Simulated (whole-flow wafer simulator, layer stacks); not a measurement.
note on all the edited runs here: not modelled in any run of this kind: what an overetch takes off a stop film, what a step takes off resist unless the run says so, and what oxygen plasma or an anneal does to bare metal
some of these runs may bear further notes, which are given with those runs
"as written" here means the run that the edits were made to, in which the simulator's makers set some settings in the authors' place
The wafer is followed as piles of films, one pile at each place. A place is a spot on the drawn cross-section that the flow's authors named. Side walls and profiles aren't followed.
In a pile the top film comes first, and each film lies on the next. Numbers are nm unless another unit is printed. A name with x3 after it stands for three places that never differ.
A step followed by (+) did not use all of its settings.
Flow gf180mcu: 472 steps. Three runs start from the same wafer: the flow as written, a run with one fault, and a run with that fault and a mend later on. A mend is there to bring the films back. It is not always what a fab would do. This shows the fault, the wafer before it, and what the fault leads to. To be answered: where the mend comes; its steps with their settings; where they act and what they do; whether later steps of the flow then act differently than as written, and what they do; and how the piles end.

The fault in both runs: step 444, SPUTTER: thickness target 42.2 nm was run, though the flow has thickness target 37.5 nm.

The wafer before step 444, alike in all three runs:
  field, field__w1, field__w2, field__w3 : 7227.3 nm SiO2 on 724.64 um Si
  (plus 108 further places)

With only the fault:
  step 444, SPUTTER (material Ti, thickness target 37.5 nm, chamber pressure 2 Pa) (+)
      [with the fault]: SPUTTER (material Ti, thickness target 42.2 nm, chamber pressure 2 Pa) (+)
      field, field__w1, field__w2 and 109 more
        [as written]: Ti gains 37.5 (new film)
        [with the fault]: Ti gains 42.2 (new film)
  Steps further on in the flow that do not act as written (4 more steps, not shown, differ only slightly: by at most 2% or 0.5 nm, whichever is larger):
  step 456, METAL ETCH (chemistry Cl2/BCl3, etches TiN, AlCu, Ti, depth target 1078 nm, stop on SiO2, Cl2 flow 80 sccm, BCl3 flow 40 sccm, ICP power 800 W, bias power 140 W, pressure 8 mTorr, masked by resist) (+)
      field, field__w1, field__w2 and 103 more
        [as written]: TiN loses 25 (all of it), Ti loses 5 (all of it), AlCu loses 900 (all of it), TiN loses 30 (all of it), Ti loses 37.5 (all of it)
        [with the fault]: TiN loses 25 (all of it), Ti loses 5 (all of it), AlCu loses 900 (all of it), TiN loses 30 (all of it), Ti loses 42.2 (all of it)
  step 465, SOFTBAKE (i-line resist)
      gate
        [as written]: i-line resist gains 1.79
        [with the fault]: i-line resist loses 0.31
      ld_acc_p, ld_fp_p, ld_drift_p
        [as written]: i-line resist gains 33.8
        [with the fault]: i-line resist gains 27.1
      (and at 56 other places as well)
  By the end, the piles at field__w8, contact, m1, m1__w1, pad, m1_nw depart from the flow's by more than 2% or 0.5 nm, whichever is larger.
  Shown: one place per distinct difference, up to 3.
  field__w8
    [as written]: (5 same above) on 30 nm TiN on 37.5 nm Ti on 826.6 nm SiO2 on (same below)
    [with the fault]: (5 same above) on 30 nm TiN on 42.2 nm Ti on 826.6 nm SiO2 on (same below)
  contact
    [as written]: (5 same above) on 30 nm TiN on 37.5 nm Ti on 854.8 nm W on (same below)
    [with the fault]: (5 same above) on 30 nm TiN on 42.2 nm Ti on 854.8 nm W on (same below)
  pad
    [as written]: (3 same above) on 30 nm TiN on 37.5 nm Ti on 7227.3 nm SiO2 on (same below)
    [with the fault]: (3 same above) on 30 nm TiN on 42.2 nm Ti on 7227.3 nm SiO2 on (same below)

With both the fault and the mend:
  The mend stands after step 444.
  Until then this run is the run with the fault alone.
  step 444a, METAL ETCH (chemistry Cl2/BCl3, etches TiN, AlCu, Ti, depth target 4.7 nm, Cl2 flow 80 sccm, BCl3 flow 40 sccm, ICP power 800 W, bias power 140 W, pressure 8 mTorr) (the flow's step 260, run once more with other settings)
      field, field__w1, field__w2 and 109 more
        Ti loses 4.7
  Every later step of the flow that is run acts as written at every place that is followed.
  At every place that both follow, the piles at the end match the flow's.
